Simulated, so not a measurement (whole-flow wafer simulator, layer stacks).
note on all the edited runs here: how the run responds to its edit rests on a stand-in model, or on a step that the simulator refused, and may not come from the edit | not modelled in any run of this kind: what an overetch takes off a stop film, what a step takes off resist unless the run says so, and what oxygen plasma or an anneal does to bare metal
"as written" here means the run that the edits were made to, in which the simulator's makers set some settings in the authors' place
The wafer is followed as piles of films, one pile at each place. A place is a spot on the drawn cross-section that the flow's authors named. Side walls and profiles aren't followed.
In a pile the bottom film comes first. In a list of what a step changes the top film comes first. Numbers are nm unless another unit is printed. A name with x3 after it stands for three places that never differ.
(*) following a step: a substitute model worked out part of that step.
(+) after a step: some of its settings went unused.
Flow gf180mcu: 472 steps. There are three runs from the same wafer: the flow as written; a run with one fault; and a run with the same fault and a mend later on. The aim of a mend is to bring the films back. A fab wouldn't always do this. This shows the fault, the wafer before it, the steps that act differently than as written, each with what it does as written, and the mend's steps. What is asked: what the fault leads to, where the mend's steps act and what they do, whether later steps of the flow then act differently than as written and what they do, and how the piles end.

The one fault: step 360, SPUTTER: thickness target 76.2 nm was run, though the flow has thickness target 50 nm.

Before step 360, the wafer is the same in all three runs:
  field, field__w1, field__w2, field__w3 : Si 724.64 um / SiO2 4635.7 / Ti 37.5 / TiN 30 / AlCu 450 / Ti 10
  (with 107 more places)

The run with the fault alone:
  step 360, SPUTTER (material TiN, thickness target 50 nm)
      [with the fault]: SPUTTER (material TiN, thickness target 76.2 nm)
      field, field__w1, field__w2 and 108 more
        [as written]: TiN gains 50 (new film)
        [with the fault]: TiN gains 76.2 (new film)
  Later steps of the flow acting differently than as written (3 more steps, not shown, differ only slightly: by at most 2% or 0.5 nm, whichever is larger):
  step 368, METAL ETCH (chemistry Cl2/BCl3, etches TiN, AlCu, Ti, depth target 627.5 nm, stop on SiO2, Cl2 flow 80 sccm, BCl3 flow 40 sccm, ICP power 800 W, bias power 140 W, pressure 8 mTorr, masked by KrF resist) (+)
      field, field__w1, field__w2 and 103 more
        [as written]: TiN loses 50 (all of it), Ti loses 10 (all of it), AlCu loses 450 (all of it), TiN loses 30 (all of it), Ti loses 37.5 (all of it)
        [with the fault]: TiN loses 76.2 (all of it), Ti loses 10 (all of it), AlCu loses 450 (all of it), TiN loses 30 (all of it), Ti loses 37.5 (all of it)
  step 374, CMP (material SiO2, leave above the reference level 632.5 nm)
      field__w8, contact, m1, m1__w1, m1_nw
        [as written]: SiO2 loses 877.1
        [with the fault]: SiO2 loses 903.3
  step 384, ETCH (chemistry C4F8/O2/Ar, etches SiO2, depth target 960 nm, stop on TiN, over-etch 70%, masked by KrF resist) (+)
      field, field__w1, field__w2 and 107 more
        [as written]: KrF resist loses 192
        [with the fault]: KrF resist loses 185.7
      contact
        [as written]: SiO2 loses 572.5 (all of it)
        [with the fault]: SiO2 loses 546.3 (all of it)
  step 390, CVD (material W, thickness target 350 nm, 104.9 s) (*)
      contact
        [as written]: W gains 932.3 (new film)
        [with the fault]: W gains 905.8 (new film)
  At field__w8, contact, m1, m1__w1, m1_nw, the piles at the end differ from the flow's by more than 2% or 0.5 nm, whichever is larger.
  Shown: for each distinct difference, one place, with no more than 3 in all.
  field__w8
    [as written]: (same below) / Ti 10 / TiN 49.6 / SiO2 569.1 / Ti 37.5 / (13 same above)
    [with the fault]: (same below) / Ti 10 / TiN 75.8 / SiO2 542.9 / Ti 37.5 / (13 same above)
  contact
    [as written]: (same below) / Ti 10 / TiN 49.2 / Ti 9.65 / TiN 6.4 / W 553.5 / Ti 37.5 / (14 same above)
    [with the fault]: (same below) / Ti 10 / TiN 75.4 / Ti 9.8 / TiN 6.5 / W 527.1 / Ti 37.5 / (14 same above)

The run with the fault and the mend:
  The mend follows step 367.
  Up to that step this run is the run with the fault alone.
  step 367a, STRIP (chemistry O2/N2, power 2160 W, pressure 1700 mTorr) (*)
      field__w8, contact, m1, m1__w1, m1_nw
        KrF resist loses 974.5 (all of it)
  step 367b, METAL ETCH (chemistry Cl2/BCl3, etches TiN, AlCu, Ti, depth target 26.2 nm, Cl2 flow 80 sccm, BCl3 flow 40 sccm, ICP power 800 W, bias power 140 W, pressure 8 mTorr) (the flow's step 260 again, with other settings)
      field, field__w1, field__w2 and 108 more
        TiN loses 26.2
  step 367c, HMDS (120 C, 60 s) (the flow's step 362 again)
      does not change any film at any place that is followed
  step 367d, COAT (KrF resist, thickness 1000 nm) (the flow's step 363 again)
      field, field__w1, field__w2 and 108 more
        KrF resist gains 1000 (new film)
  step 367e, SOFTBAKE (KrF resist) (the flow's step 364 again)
      does not change any film at any place that is followed
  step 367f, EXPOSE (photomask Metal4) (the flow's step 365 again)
      does not change any film at any place that is followed
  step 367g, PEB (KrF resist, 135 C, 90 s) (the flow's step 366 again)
      field, field__w1, field__w2 and 108 more
        KrF resist loses 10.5
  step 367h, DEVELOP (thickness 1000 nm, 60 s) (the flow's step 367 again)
      field, field__w1, field__w2 and 103 more
        KrF resist loses 989.5 (all of it)
      field__w8, contact, m1, m1__w1, m1_nw
        KrF resist loses 14.9
  Every later step of the flow that is run acts as written at every place that is followed.
  The piles end the same as the flow's at every place that both follow.
